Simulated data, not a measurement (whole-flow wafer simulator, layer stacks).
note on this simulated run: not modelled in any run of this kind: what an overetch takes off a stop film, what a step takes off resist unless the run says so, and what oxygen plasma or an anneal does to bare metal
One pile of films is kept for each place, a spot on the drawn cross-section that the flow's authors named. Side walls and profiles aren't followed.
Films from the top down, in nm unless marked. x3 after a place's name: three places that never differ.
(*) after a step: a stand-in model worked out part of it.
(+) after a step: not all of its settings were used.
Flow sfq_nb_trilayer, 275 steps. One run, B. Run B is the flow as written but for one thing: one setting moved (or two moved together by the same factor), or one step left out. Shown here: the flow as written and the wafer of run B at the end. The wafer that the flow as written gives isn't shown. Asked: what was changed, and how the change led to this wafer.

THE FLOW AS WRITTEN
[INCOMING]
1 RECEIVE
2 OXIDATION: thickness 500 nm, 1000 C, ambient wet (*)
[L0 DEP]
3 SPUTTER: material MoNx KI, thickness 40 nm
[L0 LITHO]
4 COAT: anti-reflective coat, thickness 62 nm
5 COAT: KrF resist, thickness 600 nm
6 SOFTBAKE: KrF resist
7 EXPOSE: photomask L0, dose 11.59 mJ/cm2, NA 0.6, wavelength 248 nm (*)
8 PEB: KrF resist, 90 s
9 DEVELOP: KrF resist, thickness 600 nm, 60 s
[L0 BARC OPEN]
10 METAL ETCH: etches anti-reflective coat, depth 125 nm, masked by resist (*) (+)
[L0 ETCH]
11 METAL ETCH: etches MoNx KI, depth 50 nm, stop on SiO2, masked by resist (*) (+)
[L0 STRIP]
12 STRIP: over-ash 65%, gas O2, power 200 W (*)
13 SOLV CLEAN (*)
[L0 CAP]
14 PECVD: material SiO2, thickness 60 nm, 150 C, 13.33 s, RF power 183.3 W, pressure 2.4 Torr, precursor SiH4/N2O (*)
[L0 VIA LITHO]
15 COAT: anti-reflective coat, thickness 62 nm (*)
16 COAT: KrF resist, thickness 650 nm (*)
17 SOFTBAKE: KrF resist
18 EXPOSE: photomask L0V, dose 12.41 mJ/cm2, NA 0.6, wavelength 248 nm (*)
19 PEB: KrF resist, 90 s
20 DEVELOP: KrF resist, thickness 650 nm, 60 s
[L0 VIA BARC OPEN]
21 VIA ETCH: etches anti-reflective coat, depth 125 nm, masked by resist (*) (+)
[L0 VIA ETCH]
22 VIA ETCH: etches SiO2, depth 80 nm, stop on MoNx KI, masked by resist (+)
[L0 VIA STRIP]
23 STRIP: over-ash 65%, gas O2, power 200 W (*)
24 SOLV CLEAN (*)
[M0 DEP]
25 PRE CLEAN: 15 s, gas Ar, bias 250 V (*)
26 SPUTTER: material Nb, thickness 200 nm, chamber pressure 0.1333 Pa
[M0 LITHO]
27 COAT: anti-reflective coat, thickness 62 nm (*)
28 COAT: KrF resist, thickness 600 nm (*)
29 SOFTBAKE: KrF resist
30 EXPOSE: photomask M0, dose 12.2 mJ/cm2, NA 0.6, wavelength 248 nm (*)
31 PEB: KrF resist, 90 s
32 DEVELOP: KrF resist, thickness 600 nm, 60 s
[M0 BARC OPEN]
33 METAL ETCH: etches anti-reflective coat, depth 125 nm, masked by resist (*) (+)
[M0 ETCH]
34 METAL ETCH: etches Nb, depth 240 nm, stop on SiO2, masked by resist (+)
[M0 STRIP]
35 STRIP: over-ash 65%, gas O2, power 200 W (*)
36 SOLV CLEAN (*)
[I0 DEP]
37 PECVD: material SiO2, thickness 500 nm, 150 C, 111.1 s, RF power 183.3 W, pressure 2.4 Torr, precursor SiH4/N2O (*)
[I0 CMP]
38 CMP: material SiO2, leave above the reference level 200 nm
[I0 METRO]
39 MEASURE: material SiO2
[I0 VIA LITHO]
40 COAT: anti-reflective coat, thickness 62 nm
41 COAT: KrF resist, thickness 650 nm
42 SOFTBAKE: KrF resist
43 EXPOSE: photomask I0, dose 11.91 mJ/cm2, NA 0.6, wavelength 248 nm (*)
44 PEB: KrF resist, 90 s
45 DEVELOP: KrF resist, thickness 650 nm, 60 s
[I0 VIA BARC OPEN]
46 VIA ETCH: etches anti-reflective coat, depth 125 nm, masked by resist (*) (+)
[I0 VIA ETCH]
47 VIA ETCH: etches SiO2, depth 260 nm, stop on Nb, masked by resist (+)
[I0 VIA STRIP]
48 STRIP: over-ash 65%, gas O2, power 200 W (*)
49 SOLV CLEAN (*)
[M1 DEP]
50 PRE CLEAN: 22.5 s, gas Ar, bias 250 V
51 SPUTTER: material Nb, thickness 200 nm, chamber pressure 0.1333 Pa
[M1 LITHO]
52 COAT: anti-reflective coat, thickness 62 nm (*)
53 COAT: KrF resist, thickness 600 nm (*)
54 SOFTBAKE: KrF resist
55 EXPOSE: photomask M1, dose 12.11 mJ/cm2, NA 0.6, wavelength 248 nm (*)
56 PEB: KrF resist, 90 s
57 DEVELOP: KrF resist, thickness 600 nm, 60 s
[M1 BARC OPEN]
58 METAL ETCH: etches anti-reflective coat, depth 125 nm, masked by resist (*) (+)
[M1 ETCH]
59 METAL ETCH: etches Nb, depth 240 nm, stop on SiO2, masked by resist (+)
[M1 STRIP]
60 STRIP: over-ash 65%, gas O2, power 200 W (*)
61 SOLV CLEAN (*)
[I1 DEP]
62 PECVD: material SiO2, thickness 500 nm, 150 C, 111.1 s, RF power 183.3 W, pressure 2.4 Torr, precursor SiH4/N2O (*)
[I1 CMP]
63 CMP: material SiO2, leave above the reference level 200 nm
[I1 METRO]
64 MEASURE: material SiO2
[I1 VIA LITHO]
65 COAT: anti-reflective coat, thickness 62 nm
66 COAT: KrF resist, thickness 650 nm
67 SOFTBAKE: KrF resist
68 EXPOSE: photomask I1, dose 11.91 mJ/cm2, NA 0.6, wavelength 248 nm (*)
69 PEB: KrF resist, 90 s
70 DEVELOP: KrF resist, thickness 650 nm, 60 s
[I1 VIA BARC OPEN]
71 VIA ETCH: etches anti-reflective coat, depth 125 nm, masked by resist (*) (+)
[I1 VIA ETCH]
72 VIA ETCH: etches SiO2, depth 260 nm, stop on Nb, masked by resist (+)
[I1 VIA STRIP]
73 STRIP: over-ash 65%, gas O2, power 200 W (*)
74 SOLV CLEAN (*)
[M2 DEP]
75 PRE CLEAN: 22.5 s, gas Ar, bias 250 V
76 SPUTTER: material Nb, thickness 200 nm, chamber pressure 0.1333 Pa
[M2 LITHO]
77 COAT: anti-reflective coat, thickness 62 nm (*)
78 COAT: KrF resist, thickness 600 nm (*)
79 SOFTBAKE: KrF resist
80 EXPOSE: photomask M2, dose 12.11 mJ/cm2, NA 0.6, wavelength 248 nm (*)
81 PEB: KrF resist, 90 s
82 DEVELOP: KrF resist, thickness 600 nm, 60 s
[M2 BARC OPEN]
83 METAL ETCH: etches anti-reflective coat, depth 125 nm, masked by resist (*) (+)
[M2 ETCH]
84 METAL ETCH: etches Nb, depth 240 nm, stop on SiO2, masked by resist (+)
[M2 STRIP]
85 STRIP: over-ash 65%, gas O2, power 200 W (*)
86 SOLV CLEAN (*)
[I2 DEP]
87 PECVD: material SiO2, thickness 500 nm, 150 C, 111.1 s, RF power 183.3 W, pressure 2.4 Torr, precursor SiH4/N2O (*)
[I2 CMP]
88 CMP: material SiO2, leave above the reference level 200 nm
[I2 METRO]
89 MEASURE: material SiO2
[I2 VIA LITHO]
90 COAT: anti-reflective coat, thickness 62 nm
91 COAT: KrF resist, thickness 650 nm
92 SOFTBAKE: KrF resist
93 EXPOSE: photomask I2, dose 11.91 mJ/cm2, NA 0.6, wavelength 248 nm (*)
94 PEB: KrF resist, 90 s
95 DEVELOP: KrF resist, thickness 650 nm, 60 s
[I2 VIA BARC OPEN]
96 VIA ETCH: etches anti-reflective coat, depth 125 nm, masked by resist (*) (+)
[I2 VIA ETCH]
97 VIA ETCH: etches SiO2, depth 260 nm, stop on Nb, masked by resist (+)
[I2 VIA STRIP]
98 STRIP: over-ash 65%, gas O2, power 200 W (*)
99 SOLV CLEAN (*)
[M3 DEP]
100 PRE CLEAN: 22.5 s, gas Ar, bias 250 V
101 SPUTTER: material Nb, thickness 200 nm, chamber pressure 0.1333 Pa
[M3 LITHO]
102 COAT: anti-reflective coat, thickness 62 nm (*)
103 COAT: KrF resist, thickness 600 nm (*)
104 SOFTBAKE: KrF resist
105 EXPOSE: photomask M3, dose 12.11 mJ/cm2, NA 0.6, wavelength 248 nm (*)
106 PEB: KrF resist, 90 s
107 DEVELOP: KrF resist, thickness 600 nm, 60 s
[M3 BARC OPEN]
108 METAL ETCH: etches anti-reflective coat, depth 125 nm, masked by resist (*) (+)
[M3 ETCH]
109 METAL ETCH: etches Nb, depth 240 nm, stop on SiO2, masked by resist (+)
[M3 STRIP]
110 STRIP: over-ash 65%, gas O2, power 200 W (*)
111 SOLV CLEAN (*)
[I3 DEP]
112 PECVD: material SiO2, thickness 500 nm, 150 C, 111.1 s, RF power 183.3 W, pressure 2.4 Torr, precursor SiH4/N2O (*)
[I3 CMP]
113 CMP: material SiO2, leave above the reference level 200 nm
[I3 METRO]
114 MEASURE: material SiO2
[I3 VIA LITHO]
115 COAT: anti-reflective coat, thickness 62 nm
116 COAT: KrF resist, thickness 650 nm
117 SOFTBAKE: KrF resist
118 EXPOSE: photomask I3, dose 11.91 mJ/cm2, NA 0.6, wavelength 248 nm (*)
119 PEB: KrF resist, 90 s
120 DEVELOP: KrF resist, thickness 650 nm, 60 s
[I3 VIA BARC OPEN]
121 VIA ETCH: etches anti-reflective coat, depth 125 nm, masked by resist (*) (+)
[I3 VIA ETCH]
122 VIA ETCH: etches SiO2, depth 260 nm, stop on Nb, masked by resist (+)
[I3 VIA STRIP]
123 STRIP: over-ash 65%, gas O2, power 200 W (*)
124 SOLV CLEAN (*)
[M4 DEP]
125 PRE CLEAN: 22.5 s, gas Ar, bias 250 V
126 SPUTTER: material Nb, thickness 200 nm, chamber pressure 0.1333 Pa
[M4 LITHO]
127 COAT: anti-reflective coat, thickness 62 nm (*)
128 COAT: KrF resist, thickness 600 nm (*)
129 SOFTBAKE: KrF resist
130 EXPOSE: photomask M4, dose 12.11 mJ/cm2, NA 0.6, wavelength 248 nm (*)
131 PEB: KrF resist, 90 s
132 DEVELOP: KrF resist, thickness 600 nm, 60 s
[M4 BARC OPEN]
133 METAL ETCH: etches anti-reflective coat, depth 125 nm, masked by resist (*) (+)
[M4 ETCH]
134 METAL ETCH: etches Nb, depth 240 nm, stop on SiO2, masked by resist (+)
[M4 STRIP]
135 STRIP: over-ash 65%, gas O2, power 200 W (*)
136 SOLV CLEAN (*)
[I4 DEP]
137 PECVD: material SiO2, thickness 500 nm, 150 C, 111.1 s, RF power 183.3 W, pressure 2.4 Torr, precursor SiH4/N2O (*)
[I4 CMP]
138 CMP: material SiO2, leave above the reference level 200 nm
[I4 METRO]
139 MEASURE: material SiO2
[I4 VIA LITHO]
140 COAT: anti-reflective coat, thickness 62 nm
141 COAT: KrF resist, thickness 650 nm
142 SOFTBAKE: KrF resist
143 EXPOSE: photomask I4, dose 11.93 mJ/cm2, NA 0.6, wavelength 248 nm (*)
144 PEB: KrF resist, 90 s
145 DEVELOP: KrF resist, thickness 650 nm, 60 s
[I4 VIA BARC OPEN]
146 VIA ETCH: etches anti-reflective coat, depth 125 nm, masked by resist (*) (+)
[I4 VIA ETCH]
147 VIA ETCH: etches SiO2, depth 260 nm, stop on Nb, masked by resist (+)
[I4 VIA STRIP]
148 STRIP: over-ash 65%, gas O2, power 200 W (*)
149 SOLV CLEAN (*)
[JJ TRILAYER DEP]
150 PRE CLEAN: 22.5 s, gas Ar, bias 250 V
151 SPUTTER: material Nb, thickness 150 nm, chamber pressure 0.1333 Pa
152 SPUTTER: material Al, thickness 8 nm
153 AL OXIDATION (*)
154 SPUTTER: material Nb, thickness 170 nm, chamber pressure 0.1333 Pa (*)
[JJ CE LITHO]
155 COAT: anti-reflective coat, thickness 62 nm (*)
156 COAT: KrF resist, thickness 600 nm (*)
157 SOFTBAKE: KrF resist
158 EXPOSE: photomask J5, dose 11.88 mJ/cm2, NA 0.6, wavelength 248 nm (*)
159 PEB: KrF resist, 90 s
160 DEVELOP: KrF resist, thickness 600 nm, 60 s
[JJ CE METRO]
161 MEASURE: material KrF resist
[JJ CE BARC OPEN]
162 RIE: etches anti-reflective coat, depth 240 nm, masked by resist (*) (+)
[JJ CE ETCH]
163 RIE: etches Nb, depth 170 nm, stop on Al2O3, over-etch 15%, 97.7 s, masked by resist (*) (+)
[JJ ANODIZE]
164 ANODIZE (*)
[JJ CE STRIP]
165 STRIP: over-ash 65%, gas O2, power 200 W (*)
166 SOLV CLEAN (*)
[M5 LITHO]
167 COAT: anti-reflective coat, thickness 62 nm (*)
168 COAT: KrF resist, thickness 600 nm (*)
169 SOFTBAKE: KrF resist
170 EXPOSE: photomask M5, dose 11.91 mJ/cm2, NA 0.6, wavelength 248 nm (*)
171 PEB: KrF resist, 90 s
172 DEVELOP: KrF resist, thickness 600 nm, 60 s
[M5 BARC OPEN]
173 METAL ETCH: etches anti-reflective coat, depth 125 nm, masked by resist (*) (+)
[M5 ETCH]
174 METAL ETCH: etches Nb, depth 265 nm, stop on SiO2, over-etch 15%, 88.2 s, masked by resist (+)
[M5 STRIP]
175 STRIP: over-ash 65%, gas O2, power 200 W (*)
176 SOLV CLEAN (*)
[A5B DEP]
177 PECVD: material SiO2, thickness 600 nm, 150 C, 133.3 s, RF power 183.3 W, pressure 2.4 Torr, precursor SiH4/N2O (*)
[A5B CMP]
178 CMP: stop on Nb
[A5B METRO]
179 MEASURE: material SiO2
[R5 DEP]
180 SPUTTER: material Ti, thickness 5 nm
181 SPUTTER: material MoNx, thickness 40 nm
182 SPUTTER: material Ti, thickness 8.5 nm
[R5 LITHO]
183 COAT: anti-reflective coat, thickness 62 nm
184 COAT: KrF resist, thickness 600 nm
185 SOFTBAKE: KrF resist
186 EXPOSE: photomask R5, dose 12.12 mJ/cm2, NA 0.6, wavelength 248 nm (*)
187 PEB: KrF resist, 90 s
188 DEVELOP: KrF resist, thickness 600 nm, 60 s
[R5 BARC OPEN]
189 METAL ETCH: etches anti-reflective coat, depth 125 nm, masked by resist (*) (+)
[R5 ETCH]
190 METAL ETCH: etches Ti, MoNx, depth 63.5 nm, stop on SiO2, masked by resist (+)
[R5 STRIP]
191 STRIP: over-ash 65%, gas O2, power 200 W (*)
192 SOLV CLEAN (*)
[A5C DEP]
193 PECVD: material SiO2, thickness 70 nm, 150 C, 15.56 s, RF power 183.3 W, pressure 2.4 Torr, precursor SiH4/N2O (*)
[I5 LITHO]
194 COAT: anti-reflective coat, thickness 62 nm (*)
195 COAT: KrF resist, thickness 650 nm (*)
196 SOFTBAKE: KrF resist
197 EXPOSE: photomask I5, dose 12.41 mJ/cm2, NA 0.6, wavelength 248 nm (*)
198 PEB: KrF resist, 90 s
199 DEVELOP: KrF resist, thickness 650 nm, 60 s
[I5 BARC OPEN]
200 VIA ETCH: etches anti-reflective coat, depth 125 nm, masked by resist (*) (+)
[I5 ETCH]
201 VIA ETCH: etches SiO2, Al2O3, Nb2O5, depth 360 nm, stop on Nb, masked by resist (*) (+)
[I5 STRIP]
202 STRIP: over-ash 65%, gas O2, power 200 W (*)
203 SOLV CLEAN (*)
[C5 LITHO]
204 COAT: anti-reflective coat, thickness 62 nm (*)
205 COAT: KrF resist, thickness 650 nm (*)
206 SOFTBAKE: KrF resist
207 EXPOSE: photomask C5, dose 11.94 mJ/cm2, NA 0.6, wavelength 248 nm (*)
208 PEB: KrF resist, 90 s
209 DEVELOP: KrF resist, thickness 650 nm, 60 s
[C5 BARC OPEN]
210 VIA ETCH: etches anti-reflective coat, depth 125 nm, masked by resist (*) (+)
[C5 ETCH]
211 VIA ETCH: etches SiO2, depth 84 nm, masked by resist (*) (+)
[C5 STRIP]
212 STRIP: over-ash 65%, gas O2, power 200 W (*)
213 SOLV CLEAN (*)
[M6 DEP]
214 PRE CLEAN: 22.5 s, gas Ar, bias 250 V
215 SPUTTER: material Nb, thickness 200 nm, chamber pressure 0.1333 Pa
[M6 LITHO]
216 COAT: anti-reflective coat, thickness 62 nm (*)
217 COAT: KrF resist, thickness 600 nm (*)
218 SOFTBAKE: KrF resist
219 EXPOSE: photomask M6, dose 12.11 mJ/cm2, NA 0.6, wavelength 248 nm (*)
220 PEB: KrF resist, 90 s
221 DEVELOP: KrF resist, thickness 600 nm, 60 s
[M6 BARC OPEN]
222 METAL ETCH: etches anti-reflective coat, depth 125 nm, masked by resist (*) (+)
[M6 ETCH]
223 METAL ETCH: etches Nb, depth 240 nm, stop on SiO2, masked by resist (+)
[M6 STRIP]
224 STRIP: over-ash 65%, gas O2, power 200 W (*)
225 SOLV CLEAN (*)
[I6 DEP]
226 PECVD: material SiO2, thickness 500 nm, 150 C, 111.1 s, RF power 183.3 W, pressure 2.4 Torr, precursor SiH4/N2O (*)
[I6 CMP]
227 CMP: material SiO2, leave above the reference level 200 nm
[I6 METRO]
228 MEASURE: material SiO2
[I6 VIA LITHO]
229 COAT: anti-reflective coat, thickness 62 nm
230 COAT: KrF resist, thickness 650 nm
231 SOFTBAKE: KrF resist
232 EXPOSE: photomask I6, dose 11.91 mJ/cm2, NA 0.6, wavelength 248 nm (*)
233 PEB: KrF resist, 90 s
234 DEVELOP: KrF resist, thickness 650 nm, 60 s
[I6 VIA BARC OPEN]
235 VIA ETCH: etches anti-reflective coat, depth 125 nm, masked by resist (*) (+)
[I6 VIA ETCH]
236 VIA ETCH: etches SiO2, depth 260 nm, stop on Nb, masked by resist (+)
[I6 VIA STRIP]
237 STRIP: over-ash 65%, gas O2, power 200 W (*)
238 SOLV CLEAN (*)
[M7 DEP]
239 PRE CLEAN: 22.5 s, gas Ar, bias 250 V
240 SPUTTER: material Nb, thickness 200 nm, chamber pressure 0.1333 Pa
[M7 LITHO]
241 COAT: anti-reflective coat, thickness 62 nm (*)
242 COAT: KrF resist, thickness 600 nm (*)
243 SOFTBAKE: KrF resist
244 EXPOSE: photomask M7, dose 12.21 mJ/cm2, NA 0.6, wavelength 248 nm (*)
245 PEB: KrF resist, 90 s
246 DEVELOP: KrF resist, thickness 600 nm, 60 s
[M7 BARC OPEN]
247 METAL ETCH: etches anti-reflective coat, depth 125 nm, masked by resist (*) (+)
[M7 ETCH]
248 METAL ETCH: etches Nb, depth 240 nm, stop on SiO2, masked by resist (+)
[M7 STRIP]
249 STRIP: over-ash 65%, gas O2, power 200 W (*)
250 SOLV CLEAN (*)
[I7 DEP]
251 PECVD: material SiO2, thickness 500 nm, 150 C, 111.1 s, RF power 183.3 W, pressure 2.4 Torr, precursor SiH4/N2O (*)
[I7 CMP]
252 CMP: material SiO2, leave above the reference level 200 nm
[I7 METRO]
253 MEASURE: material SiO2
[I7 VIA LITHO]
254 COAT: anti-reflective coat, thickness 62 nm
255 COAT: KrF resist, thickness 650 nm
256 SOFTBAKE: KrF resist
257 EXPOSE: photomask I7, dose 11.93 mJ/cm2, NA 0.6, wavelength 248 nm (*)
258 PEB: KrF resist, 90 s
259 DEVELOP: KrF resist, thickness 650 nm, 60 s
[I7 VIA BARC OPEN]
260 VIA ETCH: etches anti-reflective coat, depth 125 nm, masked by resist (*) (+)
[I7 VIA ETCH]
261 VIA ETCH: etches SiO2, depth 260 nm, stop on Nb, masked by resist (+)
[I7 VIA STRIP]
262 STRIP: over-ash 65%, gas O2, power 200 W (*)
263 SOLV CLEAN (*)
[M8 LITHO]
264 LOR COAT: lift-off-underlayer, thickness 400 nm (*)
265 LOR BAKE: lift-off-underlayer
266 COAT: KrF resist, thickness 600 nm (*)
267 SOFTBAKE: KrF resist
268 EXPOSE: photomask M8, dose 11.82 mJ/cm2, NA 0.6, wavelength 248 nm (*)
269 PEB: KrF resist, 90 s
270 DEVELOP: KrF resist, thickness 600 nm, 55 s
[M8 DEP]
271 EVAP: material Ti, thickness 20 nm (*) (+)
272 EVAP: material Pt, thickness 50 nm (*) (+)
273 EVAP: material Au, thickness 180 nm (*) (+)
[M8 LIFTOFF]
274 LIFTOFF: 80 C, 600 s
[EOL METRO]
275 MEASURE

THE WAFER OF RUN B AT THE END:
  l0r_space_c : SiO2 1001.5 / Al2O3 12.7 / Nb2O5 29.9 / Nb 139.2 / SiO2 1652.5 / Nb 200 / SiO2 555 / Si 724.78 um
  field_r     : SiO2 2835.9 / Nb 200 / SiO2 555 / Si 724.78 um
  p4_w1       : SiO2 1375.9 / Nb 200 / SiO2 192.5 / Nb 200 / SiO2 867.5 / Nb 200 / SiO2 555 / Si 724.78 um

The cause: step 38, CMP: leave above the reference level 90 nm was run, where the flow has leave above the reference level 200 nm.

How the change led to this, step by step:
  38 CMP: material SiO2, leave above the reference level 200 nm
      v_sur, via_wl, via_w and 94 more: SiO2 -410 (as written it would be: SiO2 -300)
      field_l, l0_sur, l0r_line_l, l0r_line_c, l0r_line_r: SiO2 -450 (as written it would be: SiO2 -340)
      (and at 4 more places)
  47 VIA ETCH: etches SiO2, depth 260 nm, stop on Nb, masked by resist (+)
      field_l, v_sur, via_wl and 102 more: KrF resist -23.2 (as written it would be: KrF resist -44.8)
      via_w: SiO2 -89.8 (all of it) (as written it would be: SiO2 -199.8 (all of it))
  48 STRIP: over-ash 65%, gas O2, power 200 W (*)
      field_l, v_sur, via_wl and 102 more: KrF resist -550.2 (all of it), anti-reflective coat -62 (all of it) (as written it would be: KrF resist -528.6 (all of it), anti-reflective coat -62 (all of it))
  51 SPUTTER: material Nb, thickness 200 nm, chamber pressure 0.1333 Pa
      via_w: Nb +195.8 (as written it would be: Nb +174.5)
  52 COAT: anti-reflective coat, thickness 62 nm (*)
      v_sur: anti-reflective coat +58 (new film) (as written it would be: anti-reflective coat +61.1 (new film))
      via_wl: anti-reflective coat +38.9 (new film) (as written it would be: anti-reflective coat +33.8 (new film))
      (and at 3 more places)
  53 COAT: KrF resist, thickness 600 nm (*)
      v_sur: KrF resist +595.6 (new film) (as written it would be: KrF resist +583.4 (new film))
      via_w: KrF resist +643 (new film) (as written it would be: KrF resist +731.8 (new film))
  60 STRIP: over-ash 65%, gas O2, power 200 W (*)
      v_sur: KrF resist -378 (all of it), anti-reflective coat -58 (all of it) (as written it would be: KrF resist -365.9 (all of it), anti-reflective coat -61.1 (all of it))
      via_wl: KrF resist -393.8 (all of it), anti-reflective coat -38.9 (all of it) (as written it would be: KrF resist -385.5 (all of it), anti-reflective coat -33.8 (all of it))
      (and at 3 more places)
  62 PECVD: material SiO2, thickness 500 nm, 150 C, 111.1 s, RF power 183.3 W, pressure 2.4 Torr, precursor SiH4/N2O (*)
      via_w: SiO2 +500 (new film) (as written it would be: SiO2 +606 (new film))
  63 CMP: material SiO2, leave above the reference level 200 nm
      via_w: SiO2 -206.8 (as written it would be: SiO2 -181.6)
